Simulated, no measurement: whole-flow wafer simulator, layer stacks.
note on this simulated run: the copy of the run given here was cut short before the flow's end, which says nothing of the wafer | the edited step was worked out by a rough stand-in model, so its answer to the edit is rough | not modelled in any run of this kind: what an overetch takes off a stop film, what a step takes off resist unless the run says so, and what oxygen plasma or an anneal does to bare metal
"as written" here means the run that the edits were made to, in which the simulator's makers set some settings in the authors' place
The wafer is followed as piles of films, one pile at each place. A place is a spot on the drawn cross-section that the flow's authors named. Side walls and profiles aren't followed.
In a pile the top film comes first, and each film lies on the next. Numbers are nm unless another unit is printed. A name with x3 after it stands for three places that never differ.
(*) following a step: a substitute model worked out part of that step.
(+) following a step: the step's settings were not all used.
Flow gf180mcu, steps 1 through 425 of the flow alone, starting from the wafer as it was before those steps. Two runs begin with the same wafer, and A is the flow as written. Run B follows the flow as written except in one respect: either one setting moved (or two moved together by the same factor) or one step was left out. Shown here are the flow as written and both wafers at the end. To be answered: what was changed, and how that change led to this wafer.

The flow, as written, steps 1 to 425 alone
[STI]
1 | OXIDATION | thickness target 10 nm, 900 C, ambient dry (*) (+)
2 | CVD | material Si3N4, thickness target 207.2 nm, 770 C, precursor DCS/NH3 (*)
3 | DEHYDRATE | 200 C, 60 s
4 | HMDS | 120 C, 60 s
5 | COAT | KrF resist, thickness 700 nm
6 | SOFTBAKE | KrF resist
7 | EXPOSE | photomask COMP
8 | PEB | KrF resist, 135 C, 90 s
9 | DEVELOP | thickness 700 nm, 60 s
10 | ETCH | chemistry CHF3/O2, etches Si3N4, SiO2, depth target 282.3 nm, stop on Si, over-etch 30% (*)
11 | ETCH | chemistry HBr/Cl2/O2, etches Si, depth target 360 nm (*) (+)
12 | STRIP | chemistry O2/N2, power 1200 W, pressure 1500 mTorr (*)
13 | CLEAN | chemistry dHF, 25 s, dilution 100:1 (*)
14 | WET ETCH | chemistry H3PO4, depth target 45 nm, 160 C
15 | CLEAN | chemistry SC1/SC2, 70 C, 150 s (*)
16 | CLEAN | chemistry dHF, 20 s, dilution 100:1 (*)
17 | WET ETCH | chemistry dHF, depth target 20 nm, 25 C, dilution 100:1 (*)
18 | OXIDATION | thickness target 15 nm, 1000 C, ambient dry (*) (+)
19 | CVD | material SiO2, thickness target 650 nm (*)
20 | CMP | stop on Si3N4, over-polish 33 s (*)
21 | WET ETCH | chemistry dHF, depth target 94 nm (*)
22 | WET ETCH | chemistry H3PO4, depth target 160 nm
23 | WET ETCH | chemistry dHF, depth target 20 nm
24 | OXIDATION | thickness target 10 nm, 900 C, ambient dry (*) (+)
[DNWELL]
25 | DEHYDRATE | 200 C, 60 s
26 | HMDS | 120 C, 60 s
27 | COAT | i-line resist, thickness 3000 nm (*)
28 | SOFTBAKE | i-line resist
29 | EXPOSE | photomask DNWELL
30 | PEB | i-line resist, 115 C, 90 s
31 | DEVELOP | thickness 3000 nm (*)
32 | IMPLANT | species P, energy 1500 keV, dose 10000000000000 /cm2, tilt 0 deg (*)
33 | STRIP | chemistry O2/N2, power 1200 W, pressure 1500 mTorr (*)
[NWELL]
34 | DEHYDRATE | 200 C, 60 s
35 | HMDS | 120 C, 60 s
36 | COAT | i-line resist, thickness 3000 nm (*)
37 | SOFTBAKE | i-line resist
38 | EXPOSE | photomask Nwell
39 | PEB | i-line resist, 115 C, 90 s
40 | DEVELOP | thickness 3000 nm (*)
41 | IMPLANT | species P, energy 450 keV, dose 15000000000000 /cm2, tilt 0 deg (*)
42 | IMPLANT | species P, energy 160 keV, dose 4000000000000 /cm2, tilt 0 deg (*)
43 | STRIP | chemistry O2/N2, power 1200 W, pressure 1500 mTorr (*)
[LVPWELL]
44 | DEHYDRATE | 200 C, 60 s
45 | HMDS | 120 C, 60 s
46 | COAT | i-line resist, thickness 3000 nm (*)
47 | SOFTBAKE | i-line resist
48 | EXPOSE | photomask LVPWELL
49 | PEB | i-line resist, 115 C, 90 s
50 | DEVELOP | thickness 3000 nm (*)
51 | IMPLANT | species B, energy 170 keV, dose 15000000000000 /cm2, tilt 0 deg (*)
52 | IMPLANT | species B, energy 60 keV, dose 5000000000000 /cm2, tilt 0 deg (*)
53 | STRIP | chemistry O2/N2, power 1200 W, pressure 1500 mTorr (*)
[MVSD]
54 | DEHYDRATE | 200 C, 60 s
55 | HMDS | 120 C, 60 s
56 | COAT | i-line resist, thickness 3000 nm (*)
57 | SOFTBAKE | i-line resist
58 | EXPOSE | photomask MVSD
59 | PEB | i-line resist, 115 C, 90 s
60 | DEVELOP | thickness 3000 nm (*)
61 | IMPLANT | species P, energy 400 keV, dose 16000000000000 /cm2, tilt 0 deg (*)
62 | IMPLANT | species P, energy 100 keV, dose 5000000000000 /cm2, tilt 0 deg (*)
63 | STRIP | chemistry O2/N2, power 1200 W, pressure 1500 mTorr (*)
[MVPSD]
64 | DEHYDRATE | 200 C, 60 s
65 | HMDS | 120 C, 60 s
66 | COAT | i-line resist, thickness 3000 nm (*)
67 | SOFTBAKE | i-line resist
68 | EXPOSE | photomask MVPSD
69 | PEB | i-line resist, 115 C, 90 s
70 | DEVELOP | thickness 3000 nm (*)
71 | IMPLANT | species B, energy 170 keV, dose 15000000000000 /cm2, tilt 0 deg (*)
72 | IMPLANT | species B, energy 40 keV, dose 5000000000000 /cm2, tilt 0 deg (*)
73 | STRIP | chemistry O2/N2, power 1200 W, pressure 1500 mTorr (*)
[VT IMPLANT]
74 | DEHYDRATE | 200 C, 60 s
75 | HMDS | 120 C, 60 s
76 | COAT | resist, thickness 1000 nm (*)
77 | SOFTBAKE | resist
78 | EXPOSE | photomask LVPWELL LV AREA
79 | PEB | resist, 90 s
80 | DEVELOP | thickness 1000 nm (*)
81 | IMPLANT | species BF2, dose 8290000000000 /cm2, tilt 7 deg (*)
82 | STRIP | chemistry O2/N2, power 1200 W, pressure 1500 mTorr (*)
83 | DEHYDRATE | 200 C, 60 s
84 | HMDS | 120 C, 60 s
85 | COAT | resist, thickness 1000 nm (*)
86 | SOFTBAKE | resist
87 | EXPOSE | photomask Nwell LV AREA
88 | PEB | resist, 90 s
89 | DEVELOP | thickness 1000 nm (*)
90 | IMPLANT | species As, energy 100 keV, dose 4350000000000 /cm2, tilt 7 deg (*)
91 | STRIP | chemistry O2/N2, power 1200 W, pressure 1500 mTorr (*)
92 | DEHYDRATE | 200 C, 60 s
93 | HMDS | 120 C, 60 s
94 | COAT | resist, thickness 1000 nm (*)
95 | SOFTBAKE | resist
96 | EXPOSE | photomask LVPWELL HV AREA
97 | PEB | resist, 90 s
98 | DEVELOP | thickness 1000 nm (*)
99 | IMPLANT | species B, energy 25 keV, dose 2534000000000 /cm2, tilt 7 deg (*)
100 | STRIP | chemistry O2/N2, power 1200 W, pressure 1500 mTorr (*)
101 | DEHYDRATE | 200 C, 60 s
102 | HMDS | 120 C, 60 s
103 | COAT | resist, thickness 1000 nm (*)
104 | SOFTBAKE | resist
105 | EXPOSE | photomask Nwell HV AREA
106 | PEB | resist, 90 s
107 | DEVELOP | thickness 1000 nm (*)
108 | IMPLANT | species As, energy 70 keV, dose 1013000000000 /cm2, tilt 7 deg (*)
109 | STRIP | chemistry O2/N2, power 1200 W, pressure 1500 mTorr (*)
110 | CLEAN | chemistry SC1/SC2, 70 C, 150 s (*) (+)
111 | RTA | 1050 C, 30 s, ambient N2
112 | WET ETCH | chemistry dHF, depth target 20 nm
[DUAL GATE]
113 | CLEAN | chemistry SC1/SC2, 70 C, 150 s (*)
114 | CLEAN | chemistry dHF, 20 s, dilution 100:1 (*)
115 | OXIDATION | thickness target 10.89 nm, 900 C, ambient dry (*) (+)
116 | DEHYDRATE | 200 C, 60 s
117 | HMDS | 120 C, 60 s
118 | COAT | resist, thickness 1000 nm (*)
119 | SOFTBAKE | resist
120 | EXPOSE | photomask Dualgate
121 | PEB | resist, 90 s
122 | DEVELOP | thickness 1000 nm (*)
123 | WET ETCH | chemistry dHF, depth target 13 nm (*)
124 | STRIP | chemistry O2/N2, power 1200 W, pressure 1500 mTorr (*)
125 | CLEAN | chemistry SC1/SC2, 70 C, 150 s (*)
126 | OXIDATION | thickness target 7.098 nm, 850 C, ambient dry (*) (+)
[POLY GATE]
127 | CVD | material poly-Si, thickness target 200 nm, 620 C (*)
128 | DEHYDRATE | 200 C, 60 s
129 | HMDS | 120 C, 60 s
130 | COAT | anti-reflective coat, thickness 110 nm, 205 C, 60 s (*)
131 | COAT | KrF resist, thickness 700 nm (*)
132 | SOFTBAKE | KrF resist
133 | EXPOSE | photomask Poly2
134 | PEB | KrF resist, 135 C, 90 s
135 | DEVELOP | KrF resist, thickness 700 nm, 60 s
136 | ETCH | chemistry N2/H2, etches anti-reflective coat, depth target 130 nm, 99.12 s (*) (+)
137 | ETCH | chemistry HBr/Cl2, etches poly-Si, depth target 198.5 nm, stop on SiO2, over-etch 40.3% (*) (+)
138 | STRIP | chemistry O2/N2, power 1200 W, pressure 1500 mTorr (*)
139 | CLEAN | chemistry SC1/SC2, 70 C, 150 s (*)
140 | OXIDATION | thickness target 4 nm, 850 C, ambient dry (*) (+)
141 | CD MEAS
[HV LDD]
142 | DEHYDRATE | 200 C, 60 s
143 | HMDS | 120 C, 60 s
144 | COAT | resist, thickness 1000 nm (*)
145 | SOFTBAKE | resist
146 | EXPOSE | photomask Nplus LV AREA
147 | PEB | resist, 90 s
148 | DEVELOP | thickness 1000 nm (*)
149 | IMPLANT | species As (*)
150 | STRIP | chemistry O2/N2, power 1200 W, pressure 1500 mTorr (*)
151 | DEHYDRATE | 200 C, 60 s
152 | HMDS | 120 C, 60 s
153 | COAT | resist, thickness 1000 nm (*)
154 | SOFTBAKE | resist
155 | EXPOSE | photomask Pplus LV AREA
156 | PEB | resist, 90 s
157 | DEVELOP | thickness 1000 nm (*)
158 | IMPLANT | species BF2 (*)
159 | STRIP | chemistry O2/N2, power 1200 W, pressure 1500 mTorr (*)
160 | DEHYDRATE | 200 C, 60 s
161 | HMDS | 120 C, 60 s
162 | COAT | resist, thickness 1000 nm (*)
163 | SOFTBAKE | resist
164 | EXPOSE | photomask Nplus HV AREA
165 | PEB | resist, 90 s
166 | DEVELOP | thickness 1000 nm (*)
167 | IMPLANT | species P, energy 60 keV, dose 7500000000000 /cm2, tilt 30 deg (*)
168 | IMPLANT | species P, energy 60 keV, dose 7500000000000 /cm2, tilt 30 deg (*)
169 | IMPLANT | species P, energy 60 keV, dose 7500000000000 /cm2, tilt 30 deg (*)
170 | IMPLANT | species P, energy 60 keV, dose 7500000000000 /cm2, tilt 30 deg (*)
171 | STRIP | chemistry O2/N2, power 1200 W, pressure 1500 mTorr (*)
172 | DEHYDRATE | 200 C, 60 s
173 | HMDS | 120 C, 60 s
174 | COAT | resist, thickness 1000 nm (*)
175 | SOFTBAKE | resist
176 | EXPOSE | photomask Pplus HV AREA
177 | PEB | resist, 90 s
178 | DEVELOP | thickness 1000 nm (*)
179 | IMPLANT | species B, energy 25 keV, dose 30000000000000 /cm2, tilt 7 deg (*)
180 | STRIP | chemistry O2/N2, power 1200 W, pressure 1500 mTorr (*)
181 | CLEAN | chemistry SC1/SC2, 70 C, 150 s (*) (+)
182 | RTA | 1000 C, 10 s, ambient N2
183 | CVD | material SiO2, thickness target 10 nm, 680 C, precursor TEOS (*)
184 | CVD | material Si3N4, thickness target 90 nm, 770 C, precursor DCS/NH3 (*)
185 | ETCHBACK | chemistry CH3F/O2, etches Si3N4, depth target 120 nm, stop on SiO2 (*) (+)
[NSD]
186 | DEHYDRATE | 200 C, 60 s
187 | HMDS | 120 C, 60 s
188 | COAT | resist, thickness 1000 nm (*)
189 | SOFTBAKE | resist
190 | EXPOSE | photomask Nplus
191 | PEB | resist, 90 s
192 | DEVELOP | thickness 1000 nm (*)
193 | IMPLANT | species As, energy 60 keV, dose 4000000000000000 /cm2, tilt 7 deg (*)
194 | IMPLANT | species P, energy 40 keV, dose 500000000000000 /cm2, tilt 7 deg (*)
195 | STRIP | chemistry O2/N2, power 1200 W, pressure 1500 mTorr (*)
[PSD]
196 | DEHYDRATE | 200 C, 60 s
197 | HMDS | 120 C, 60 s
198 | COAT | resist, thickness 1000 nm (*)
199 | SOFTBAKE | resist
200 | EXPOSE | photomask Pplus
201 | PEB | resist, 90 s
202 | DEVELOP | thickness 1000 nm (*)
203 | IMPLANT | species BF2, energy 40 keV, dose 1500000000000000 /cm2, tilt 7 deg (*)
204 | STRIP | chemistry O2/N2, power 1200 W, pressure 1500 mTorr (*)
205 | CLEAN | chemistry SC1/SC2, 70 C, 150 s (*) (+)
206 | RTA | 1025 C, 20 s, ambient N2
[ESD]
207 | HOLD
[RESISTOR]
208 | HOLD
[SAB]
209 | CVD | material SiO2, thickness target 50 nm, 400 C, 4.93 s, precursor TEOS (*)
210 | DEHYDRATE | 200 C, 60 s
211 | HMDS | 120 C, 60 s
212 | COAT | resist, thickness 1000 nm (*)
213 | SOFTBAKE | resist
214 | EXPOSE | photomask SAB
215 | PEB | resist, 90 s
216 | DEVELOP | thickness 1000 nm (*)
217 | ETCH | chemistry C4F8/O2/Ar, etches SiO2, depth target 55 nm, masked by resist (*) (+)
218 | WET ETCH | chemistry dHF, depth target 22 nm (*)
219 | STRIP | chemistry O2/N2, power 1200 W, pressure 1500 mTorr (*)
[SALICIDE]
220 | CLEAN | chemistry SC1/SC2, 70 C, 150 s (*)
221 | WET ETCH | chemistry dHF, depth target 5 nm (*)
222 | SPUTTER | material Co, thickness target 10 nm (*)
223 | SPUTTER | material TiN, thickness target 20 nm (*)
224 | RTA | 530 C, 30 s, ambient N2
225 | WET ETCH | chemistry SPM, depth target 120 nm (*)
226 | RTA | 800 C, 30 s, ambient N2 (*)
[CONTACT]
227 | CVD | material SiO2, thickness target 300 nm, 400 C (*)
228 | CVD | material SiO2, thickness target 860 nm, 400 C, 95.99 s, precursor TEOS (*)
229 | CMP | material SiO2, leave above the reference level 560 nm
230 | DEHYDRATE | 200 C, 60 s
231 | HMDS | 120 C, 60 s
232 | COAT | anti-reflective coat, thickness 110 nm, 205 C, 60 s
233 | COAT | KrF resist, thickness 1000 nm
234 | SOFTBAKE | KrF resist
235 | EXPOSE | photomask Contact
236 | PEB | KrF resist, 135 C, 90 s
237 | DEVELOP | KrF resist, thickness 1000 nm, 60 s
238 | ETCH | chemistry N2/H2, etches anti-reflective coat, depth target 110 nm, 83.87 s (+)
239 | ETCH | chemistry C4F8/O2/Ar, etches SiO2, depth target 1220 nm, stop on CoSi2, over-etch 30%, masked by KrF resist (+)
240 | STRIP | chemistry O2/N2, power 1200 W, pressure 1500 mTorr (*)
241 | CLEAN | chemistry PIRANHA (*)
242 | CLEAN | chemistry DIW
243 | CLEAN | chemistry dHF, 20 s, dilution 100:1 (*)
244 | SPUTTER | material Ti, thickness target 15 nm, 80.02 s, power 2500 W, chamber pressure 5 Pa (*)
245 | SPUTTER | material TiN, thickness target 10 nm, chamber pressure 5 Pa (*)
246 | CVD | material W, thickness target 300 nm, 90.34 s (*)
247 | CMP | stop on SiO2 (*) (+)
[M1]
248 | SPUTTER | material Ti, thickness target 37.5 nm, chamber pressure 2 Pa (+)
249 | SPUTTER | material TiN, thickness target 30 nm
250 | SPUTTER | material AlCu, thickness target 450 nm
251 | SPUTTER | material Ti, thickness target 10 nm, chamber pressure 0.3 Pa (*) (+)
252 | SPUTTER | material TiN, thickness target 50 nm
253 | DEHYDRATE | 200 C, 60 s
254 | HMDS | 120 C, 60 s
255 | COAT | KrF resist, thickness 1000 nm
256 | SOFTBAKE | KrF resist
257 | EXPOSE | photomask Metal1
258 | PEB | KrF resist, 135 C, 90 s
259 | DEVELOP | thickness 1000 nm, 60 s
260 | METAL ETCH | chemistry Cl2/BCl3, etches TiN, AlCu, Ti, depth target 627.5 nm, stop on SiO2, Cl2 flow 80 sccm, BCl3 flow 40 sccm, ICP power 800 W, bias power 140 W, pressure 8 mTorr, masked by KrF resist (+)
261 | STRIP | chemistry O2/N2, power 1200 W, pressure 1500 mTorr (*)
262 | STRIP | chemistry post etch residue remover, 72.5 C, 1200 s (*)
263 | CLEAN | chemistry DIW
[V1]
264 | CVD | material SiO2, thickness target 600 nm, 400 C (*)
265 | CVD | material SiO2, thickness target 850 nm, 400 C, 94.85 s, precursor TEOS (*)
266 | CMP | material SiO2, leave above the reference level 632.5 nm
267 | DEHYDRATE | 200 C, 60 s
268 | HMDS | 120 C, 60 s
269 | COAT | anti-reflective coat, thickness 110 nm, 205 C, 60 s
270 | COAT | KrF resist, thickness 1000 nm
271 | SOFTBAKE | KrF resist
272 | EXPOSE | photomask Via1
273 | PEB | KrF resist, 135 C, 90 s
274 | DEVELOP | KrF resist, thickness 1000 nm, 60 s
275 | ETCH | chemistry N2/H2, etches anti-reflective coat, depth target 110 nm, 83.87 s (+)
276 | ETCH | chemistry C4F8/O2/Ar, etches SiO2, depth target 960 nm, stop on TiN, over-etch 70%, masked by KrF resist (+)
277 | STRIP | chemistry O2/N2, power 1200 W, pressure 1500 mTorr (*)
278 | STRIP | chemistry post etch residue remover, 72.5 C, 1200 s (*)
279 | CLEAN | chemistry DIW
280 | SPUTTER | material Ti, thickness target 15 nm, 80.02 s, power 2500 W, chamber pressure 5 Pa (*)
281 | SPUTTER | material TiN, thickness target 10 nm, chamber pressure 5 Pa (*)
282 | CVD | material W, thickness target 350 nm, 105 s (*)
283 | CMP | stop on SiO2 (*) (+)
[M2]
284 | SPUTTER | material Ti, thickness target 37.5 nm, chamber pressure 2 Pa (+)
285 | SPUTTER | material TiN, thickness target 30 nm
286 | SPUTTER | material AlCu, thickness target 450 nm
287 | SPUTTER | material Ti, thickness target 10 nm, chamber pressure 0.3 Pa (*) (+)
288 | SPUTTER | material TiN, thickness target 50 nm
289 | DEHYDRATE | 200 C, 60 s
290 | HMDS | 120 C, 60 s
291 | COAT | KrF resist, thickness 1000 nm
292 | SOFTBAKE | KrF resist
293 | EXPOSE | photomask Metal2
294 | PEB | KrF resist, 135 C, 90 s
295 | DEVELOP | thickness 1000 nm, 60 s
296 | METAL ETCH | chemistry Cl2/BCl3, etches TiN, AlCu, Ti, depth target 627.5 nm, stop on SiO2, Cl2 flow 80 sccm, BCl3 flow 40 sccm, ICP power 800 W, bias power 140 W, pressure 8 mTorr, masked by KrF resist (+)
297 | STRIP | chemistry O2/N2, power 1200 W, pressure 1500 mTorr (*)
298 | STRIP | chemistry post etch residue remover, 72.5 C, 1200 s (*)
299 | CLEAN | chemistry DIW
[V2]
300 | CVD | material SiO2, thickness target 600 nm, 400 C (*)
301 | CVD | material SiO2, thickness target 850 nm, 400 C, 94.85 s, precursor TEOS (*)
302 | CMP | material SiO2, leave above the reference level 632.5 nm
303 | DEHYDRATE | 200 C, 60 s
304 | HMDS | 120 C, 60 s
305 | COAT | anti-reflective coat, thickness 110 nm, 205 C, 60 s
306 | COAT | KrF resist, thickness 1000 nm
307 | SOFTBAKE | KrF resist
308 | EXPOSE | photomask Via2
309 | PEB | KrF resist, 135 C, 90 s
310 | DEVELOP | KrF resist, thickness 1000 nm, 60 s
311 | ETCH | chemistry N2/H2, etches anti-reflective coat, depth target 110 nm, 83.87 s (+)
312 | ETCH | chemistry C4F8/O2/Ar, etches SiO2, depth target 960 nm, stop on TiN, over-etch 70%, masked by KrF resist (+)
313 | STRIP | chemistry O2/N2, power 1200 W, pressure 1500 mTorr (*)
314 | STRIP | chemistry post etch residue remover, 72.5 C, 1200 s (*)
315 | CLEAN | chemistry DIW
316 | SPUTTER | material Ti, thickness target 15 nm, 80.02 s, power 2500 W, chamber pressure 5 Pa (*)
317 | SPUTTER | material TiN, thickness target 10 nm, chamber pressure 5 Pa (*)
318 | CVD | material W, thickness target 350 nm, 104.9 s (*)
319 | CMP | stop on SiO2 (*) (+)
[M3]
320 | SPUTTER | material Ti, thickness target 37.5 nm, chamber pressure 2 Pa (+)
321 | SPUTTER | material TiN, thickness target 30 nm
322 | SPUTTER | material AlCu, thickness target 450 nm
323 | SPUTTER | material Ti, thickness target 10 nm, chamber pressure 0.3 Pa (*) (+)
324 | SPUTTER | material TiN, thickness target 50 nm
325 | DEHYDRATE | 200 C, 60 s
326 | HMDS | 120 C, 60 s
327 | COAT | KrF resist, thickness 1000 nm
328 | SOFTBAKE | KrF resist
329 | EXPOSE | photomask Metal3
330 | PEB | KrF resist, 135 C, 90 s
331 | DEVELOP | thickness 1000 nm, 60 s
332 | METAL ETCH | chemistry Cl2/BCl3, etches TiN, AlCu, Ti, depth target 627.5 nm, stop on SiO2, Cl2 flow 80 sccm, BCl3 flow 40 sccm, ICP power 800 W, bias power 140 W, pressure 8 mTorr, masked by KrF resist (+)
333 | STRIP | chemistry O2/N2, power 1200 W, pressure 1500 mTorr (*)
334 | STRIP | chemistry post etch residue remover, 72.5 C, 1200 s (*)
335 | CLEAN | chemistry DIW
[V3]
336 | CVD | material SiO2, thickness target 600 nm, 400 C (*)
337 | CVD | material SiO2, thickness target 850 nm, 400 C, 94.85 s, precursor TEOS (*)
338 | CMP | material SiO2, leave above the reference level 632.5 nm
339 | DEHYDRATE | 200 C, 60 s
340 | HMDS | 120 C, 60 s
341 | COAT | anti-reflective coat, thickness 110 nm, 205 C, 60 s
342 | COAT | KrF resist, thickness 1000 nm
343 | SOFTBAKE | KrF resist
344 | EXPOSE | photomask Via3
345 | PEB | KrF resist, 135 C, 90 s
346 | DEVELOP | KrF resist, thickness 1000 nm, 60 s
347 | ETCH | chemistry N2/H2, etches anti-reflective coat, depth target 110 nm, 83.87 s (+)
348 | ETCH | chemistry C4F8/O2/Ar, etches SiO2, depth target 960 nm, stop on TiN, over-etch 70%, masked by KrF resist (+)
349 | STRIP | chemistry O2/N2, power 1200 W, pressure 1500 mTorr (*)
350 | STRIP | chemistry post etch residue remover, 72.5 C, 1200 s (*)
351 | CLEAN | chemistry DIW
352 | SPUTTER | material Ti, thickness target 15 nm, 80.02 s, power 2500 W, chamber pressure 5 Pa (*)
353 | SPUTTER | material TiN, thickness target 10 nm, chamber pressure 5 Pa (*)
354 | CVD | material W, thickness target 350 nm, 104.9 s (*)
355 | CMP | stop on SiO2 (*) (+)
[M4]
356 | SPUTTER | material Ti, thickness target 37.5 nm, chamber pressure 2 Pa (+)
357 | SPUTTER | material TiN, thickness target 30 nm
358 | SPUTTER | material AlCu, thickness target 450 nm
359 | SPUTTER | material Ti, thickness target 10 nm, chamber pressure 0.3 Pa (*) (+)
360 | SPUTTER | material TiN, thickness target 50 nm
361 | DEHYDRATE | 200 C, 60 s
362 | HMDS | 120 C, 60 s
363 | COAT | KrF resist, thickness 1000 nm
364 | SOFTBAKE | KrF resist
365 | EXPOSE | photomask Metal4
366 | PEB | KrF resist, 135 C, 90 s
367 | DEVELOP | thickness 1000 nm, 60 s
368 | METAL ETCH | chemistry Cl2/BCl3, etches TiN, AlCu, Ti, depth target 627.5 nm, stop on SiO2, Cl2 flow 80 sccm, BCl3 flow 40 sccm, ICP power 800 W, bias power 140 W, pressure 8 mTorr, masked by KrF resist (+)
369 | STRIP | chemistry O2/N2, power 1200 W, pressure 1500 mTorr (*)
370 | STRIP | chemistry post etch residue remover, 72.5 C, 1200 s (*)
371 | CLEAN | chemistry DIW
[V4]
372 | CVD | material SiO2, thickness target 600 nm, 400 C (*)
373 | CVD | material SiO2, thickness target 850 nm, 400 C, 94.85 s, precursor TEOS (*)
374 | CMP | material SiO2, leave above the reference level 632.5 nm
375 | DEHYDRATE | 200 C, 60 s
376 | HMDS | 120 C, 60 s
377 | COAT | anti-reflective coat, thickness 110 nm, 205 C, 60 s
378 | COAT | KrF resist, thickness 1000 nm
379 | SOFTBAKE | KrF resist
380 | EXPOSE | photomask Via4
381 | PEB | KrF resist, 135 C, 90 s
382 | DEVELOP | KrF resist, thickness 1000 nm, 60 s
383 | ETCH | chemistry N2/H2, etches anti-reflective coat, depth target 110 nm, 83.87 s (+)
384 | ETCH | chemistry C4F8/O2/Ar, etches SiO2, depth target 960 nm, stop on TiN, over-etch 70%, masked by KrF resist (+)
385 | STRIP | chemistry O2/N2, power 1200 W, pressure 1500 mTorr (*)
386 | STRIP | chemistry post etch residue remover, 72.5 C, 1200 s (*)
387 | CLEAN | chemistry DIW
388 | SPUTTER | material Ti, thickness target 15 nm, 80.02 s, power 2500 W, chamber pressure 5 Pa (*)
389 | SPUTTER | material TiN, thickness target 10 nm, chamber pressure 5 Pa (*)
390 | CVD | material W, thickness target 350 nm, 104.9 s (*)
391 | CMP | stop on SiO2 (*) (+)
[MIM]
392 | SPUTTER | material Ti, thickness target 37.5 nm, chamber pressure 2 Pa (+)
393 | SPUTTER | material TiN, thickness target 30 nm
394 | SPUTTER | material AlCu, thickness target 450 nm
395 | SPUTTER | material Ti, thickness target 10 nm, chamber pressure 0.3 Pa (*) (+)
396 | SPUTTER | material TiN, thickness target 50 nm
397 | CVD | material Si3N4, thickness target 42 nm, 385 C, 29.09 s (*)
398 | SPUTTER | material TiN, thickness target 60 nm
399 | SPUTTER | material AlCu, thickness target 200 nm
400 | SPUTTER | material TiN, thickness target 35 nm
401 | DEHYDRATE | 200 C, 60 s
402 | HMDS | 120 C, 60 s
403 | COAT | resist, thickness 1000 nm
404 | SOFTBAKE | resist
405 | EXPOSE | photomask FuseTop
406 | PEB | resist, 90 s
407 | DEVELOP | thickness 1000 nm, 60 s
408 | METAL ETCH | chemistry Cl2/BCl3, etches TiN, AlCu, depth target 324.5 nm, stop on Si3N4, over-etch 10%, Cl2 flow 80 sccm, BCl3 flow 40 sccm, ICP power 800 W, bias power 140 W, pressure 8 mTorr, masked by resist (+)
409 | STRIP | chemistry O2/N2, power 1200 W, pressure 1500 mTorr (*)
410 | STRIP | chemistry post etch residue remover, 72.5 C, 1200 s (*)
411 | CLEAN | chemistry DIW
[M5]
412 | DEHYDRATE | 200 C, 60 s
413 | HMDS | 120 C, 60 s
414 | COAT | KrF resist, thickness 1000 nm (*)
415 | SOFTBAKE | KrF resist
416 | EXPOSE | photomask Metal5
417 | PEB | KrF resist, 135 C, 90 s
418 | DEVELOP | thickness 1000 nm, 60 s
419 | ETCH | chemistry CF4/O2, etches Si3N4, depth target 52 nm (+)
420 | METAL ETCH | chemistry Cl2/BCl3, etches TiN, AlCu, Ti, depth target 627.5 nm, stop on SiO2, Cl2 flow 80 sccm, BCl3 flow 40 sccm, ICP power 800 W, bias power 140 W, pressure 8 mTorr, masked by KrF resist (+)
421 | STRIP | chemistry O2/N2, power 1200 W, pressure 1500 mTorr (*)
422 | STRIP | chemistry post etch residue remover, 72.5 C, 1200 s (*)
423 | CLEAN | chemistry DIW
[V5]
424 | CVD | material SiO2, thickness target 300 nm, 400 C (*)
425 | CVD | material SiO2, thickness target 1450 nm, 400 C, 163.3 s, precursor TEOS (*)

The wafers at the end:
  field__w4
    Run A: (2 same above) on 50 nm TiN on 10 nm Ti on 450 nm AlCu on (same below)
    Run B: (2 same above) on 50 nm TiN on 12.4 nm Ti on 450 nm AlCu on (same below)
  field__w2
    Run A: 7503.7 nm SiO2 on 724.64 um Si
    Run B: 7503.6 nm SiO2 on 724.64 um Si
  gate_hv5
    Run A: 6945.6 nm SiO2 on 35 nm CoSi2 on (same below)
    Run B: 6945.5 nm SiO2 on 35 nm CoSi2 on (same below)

Cause: step 395, SPUTTER: thickness target 12.4 nm was run, though the flow has thickness target 10 nm.
One can read it off the wafer: field__w4 has Ti 12.4, and step 395 as written asks for 10 nm.

Step by step, how the change led to this:
  395 | SPUTTER | material Ti, thickness target 10 nm, chamber pressure 0.3 Pa (*) (+)
      field, field__w1, field__w2 and 108 more: A +10 Ti (new film) | B +12.4 Ti (new film)
  420 | METAL ETCH | chemistry Cl2/BCl3, etches TiN, AlCu, Ti, depth target 627.5 nm, stop on SiO2, Cl2 flow 80 sccm, BCl3 flow 40 sccm, ICP power 800 W, bias power 140 W, pressure 8 mTorr, masked by KrF resist (+)
      field, field__w1, field__w2 and 101 more: A -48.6 TiN (all of it), -10 Ti (all of it), -450 AlCu (all of it), -30 TiN (all of it), -37.5 Ti (all of it) | B -48.6 TiN (all of it), -12.4 Ti (all of it), -450 AlCu (all of it), -30 TiN (all of it), -37.5 Ti (all of it)
